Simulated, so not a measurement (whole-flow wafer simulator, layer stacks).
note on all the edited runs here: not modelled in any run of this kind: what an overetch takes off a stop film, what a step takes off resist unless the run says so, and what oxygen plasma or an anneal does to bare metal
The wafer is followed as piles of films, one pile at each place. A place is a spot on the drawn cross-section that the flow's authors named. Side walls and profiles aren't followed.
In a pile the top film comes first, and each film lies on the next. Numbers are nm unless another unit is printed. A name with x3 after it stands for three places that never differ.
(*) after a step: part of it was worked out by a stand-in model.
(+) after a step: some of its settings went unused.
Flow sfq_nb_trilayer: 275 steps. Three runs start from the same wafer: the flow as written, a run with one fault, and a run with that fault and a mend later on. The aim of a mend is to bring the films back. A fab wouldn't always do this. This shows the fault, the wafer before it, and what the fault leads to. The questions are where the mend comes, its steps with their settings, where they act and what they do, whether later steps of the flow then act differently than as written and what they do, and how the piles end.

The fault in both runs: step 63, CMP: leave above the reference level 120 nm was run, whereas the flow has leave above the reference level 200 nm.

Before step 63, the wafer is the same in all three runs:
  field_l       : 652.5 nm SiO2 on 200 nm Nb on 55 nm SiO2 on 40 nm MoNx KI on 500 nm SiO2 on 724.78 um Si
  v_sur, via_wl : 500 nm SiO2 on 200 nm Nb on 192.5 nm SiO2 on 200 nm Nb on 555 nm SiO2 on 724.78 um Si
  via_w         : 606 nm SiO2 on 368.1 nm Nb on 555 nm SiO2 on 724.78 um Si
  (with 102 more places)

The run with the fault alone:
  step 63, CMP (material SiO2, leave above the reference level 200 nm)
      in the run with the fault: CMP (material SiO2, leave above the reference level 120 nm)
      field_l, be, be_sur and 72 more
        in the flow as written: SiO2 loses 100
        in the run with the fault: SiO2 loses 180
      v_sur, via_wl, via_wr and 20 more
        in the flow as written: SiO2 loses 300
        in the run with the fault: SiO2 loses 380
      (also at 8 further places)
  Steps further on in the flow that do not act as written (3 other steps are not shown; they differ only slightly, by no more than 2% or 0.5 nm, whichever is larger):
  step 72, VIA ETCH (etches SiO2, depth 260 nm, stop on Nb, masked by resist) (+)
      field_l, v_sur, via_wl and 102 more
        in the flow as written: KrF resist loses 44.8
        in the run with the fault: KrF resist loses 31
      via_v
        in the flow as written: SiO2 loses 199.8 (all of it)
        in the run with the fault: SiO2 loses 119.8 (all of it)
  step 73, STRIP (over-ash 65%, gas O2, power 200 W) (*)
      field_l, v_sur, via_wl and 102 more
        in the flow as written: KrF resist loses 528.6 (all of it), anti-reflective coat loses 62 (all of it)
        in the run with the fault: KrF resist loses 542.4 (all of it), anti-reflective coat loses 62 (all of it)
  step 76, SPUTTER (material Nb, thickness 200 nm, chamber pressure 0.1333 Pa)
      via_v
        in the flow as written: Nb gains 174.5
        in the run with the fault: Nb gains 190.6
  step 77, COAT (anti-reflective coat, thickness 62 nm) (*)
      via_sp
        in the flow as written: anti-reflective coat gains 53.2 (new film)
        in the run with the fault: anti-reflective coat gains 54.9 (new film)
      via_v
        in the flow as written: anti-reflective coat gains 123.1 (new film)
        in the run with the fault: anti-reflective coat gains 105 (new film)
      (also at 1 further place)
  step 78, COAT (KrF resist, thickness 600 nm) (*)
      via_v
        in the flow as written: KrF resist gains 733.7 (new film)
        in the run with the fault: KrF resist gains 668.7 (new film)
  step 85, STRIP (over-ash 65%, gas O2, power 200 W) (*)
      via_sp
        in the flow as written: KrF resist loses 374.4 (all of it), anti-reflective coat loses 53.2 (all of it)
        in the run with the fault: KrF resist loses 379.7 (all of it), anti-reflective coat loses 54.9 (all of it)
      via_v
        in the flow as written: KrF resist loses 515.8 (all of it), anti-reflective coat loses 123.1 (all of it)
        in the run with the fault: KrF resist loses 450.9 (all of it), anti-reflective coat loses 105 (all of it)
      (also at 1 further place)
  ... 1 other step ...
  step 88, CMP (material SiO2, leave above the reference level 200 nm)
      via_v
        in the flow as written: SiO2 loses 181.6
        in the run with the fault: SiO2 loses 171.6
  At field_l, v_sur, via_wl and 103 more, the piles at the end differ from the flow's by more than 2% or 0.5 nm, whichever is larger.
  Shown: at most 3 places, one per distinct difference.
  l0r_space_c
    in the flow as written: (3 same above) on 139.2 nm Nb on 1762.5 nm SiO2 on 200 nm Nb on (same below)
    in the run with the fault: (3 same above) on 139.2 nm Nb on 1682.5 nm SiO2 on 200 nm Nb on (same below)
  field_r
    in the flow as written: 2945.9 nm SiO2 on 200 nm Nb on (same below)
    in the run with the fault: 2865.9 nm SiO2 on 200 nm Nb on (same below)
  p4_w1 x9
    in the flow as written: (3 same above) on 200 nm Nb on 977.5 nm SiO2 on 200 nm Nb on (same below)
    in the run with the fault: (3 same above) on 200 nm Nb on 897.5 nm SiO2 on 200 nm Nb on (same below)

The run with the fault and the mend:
  The mend stands after step 64.
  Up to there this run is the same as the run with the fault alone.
  step 64a, PECVD (material SiO2, thickness 80 nm, 150 C, 17.78 s, RF power 183.3 W, pressure 2.4 Torr, precursor SiH4/N2O) (the flow's step 62 again, with other settings)
      field_l, v_sur, via_wl and 103 more
        SiO2 gains 80
  Later steps of the flow that are run all act as written at every place that is followed.
  By the end, the piles equal the flow's at every place that both follow.
